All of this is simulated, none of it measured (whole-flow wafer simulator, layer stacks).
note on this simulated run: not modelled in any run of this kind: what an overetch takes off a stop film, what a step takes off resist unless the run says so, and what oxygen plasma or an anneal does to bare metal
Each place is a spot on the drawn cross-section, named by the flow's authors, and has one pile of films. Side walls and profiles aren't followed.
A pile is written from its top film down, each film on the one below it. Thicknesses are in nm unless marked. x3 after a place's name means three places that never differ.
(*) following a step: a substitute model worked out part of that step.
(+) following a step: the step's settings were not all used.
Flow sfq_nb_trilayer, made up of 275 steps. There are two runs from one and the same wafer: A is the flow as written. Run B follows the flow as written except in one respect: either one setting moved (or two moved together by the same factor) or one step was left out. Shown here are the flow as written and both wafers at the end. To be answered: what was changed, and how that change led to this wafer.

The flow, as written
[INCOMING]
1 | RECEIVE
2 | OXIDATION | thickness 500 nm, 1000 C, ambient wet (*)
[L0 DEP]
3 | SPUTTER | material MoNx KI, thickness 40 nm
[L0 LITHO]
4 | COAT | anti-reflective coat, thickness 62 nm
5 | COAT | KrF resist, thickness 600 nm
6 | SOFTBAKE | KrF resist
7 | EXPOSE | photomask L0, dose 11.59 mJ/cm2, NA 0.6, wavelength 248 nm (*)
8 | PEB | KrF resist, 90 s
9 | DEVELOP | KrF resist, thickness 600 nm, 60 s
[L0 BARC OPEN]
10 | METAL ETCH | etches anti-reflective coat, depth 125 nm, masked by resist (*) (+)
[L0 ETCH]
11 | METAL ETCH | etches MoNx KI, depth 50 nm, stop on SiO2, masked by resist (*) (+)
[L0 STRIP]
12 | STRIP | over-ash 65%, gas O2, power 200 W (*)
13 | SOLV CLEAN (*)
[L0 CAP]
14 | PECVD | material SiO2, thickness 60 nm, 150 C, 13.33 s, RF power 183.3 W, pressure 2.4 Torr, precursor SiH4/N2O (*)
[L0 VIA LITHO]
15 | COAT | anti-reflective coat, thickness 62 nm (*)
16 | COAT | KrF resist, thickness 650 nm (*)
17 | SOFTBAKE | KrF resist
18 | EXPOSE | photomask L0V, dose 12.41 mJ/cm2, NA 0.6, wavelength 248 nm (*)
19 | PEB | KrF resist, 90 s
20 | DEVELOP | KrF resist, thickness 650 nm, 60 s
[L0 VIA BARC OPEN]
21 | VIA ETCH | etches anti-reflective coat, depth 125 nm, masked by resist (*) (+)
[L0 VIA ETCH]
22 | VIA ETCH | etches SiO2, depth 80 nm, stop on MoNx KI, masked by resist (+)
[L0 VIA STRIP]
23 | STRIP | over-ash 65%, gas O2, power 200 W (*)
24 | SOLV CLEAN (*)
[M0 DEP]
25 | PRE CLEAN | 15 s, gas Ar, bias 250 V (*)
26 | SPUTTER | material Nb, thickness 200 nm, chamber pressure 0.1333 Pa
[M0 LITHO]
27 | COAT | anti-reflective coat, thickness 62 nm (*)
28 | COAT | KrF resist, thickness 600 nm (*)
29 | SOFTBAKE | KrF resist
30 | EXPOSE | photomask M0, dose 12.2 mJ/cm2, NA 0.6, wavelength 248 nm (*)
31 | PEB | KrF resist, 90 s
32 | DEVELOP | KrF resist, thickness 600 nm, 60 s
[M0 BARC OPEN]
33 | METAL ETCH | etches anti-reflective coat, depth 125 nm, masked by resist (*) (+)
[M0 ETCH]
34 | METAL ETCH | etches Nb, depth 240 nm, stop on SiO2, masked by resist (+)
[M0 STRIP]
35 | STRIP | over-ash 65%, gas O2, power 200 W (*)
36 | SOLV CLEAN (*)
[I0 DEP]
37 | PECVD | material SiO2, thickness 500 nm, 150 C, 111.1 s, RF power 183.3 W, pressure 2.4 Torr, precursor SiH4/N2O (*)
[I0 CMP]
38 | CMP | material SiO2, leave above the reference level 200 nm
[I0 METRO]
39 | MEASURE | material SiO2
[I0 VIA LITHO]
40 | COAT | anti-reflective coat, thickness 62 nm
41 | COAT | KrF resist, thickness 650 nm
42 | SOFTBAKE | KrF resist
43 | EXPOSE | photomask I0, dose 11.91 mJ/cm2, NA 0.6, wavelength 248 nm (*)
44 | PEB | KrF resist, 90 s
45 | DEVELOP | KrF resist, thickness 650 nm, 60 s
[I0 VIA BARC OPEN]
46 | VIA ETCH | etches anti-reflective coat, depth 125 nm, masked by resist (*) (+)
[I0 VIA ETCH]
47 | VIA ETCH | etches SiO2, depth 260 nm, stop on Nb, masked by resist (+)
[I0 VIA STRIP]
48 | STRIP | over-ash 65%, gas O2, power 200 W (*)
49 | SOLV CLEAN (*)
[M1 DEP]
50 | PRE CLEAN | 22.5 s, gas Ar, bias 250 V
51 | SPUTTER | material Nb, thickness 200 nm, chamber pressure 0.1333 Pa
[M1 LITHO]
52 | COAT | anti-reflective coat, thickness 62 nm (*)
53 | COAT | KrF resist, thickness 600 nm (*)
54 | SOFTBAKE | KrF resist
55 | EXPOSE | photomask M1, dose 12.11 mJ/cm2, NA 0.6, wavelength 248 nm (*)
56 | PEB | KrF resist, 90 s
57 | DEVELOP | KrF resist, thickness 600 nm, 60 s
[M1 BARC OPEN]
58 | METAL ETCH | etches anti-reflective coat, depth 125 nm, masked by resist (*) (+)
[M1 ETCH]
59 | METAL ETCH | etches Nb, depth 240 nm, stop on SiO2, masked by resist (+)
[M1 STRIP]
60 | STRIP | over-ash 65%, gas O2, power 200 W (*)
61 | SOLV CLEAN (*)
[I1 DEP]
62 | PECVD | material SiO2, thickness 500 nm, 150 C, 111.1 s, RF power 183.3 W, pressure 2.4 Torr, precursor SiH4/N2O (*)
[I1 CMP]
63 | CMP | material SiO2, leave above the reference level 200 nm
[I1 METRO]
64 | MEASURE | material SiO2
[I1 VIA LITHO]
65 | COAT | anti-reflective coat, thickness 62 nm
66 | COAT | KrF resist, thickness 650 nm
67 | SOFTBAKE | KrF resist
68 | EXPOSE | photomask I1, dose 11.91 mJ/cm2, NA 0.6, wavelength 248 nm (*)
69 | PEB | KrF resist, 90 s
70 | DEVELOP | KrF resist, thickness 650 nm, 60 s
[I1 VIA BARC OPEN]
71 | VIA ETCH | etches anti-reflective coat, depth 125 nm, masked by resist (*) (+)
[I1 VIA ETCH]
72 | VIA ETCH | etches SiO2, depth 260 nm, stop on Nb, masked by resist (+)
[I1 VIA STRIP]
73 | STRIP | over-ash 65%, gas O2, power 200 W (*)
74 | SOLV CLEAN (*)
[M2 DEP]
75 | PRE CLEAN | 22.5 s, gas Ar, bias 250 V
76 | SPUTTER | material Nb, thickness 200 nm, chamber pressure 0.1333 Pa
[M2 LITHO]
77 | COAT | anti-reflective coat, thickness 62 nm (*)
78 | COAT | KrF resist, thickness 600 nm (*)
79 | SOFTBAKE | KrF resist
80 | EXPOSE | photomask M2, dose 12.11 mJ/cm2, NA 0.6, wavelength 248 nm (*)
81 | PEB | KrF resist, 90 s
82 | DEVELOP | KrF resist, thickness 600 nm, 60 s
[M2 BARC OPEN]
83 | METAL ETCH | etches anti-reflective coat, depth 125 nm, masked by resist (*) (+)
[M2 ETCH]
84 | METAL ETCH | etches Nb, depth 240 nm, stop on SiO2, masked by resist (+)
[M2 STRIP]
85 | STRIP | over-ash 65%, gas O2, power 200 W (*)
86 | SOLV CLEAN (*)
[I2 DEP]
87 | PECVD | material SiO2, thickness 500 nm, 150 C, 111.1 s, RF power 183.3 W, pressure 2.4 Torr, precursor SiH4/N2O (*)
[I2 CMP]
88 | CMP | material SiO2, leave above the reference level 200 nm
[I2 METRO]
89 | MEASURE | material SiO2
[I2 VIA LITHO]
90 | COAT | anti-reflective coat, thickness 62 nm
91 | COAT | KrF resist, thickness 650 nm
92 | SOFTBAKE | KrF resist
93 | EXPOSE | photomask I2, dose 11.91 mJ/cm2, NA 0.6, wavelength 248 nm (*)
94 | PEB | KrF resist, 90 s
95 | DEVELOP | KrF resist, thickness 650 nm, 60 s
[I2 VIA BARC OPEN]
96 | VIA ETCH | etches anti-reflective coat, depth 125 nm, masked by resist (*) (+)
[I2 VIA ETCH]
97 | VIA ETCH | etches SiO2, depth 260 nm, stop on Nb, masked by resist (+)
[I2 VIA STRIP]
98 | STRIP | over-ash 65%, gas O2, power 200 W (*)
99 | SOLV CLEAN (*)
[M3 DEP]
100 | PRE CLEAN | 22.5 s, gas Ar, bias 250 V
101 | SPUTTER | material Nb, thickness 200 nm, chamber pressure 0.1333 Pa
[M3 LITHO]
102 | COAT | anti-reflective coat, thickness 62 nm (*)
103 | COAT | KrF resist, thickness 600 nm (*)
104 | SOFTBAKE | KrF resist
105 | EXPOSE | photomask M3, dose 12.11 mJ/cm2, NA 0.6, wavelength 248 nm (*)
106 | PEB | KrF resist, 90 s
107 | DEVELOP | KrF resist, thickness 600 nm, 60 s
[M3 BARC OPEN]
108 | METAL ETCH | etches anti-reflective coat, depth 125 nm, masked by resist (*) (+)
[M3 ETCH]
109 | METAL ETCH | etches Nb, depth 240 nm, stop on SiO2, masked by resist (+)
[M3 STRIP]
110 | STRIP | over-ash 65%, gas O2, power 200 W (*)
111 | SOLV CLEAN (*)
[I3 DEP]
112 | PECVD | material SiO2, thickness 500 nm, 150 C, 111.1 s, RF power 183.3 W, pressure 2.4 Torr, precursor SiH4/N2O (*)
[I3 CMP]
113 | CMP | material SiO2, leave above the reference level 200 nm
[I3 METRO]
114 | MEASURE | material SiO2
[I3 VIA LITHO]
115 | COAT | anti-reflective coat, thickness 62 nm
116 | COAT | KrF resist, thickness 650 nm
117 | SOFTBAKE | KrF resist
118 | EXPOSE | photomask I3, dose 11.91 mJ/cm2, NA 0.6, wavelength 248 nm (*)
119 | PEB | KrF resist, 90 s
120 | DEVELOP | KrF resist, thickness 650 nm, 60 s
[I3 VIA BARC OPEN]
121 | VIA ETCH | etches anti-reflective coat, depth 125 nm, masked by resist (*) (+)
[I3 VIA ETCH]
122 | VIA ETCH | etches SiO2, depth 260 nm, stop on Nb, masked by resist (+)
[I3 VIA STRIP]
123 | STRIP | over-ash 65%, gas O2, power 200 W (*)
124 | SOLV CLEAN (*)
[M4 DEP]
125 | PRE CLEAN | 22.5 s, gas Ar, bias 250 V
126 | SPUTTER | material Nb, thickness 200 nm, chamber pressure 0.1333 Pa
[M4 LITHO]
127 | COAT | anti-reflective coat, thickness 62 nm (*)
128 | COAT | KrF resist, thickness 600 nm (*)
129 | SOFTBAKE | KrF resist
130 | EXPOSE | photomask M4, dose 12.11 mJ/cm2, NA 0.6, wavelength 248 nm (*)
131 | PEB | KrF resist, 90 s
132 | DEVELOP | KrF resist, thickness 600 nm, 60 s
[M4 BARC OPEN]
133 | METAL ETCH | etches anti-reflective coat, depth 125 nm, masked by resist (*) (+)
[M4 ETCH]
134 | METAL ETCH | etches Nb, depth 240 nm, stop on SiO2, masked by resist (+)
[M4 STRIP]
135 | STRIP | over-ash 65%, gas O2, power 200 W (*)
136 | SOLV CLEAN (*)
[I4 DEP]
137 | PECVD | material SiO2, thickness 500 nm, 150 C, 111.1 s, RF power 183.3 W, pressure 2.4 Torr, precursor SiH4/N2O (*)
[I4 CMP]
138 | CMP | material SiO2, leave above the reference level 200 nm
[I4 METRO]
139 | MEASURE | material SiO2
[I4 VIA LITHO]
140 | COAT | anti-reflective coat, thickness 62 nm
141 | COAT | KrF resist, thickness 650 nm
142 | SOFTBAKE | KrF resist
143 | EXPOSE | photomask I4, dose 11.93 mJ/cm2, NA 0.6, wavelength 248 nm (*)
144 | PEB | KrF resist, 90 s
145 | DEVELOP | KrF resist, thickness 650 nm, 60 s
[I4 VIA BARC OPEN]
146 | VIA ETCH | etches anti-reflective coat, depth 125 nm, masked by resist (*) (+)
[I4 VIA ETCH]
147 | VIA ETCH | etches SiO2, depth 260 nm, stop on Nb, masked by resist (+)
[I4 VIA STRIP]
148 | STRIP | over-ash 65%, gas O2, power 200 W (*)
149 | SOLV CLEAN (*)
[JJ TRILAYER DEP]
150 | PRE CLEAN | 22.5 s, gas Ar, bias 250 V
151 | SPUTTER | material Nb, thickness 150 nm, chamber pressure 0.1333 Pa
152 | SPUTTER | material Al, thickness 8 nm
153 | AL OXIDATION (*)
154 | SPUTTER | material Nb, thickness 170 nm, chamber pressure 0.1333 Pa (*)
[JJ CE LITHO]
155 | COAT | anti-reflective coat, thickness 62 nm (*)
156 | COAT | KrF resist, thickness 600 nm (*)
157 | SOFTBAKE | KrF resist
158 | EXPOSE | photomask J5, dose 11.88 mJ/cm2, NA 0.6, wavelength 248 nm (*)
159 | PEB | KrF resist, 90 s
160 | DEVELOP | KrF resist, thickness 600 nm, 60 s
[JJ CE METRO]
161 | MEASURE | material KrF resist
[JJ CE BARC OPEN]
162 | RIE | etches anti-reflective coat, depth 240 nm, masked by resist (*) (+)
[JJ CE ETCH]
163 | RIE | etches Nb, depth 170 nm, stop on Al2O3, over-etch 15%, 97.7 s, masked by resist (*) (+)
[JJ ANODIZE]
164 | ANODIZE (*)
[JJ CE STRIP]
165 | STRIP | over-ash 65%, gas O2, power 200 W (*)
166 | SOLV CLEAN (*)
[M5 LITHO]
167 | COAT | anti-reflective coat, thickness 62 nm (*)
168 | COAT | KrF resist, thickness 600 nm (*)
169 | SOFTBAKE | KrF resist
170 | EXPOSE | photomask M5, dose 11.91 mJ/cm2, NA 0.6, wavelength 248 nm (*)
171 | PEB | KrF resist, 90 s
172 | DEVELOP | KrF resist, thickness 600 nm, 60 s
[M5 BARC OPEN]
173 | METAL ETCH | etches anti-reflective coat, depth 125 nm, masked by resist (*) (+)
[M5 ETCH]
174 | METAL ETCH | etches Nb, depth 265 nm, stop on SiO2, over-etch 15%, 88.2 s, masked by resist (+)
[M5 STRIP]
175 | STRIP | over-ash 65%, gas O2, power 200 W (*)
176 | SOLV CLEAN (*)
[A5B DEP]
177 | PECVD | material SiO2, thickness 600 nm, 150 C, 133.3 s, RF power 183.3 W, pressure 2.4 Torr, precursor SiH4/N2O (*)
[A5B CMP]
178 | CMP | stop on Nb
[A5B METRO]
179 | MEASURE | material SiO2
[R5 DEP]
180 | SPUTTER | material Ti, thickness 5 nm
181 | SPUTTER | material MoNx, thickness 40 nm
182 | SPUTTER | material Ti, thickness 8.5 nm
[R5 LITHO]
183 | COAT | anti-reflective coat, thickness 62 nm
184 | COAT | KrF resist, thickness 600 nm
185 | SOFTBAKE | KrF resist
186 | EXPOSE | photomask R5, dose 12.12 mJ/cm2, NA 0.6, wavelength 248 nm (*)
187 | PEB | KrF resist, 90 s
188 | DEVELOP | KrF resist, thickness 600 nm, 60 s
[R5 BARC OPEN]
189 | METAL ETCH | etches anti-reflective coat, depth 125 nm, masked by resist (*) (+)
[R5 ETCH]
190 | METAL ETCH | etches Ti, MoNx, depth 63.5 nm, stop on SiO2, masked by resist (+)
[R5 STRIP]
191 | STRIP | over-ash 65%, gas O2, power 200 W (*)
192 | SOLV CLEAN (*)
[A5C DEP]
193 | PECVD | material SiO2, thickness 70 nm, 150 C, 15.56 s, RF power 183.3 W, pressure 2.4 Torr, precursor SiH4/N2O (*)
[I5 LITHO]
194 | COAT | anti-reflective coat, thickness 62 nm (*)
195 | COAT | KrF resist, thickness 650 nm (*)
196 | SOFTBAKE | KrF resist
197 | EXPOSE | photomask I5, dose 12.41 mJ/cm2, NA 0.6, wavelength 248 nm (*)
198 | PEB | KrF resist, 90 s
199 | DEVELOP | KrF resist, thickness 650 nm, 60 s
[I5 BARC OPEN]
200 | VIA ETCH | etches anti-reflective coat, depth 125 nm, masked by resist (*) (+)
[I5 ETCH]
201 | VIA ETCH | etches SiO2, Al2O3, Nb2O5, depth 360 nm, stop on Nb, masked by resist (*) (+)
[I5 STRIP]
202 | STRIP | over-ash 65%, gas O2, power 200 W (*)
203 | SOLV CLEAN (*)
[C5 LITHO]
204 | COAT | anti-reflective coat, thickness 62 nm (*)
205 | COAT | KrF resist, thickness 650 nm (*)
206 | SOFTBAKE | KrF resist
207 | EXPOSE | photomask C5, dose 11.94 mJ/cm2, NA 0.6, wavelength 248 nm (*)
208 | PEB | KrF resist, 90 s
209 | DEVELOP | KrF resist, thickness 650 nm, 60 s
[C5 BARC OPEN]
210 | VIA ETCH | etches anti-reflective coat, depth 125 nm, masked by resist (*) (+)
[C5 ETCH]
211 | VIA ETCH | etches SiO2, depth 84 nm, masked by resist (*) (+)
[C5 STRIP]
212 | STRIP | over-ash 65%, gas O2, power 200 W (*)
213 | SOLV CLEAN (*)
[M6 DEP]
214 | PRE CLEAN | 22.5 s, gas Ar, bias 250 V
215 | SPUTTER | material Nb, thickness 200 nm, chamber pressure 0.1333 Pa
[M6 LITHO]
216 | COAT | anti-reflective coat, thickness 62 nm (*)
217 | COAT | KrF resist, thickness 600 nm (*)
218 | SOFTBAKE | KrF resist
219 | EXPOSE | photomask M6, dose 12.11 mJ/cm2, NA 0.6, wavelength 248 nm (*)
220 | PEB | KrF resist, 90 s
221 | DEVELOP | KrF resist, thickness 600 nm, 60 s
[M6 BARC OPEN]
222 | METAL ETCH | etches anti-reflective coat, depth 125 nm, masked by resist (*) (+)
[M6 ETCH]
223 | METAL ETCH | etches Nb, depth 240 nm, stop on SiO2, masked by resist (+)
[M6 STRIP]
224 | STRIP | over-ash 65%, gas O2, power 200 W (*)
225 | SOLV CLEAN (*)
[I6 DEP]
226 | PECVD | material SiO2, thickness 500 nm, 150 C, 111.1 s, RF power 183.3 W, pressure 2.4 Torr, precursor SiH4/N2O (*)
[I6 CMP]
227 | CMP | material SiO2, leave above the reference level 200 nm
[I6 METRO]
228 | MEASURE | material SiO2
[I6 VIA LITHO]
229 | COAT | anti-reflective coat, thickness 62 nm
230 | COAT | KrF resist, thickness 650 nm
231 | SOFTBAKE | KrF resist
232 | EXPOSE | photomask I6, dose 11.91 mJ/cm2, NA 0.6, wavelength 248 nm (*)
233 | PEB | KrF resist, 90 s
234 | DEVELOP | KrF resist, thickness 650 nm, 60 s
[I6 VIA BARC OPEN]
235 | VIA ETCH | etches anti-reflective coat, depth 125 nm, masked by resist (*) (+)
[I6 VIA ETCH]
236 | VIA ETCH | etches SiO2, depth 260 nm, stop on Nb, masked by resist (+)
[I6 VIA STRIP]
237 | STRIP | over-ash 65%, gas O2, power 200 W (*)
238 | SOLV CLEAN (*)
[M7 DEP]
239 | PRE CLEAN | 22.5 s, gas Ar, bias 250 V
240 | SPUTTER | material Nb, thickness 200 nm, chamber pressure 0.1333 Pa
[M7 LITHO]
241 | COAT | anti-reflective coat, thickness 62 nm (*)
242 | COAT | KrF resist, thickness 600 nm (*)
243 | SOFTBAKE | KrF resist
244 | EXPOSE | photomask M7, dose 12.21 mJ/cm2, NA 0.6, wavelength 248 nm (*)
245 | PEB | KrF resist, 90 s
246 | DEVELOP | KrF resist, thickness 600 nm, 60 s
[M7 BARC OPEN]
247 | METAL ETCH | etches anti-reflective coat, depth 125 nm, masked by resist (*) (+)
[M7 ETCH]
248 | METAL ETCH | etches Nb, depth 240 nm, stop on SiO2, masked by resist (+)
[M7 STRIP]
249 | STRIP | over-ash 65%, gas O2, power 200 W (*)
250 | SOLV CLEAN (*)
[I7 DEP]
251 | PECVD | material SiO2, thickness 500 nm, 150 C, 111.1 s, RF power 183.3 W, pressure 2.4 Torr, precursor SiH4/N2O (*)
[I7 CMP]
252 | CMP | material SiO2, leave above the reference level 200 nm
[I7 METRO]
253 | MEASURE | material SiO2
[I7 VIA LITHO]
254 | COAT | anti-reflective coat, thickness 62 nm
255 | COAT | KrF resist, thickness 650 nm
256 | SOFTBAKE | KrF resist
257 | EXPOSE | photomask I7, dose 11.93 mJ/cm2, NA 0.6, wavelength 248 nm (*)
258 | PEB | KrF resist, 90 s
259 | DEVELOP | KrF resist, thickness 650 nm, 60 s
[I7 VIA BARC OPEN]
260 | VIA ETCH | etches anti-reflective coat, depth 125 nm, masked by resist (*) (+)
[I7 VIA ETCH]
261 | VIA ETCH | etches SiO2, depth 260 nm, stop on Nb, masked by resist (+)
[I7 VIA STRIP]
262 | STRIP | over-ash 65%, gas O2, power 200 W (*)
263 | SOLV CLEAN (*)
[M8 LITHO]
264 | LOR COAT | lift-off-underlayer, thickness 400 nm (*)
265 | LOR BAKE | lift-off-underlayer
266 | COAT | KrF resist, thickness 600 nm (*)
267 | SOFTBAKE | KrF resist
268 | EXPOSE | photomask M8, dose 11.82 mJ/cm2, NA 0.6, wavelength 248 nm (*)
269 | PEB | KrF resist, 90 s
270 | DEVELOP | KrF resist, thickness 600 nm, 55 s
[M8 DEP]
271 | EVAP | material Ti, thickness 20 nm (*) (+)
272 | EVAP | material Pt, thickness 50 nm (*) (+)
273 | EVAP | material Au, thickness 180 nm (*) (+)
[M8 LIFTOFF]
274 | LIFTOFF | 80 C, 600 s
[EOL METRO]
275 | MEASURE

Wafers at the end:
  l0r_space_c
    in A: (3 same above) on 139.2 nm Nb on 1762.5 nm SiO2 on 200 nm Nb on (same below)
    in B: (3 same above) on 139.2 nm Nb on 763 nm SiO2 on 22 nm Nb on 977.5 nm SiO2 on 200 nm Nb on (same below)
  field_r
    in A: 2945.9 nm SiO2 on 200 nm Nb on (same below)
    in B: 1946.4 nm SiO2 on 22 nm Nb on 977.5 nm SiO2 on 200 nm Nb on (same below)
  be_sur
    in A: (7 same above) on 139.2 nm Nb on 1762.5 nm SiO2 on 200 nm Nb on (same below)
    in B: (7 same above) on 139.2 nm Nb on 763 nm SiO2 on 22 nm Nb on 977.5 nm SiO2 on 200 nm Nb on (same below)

Cause: step 109, METAL ETCH: depth 178 nm was run, whereas the flow has depth 240 nm.

How this came from the change, step by step:
  109 | METAL ETCH | etches Nb, depth 240 nm, stop on SiO2, masked by resist (+)
      field_l, be, be_sur and 72 more: A Nb loses 200 (all of it) | B Nb loses 178
      v_sur, via_wl, via_w and 28 more: A KrF resist loses 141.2 | B KrF resist loses 104.7
  110 | STRIP | over-ash 65%, gas O2, power 200 W (*)
      p4_w1, p4_w2, p4_w3 and 21 more: A KrF resist loses 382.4 (all of it), anti-reflective coat loses 62 (all of it) | B KrF resist loses 418.9 (all of it), anti-reflective coat loses 62 (all of it)
      via_wl, via_wr: A KrF resist loses 384.2 (all of it), anti-reflective coat loses 34.2 (all of it) | B KrF resist loses 420.7 (all of it), anti-reflective coat loses 34.2 (all of it)
      (also at 5 further places)
  112 | PECVD | material SiO2, thickness 500 nm, 150 C, 111.1 s, RF power 183.3 W, pressure 2.4 Torr, precursor SiH4/N2O (*)
      field_l, be, be_sur and 64 more: A SiO2 gains 500 | B SiO2 gains 500 (new film)
      p4_g1, p4_g2, p3_s0, p3_s1, p3_s2, p3_s3, p3_s4, p3_s5: A SiO2 gains 557.1 | B SiO2 gains 535.1 (new film)
  113 | CMP | material SiO2, leave above the reference level 200 nm
      field_l, be, be_sur and 64 more: A SiO2 loses 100 | B SiO2 loses 122
If metal films that touch count as one body, l0r_space_c has 3 bodies (between them, from the top down: SiO2 763; SiO2 977.5); the flow as written gives 2 bodies (between them, from the top down: SiO2 1762.5).
If metal films that touch count as one body, field_r has 2 bodies (between them, from the top down: SiO2 977.5); the flow as written gives 1 body.
If metal films that touch count as one body, be_sur has 5 bodies (between them, from the top down: SiO2 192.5; SiO2 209 / Al2O3 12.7 / Nb2O5 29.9; SiO2 763; SiO2 977.5); the flow as written gives 4 bodies (between them, from the top down: SiO2 192.5; SiO2 209 / Al2O3 12.7 / Nb2O5 29.9; SiO2 1762.5).
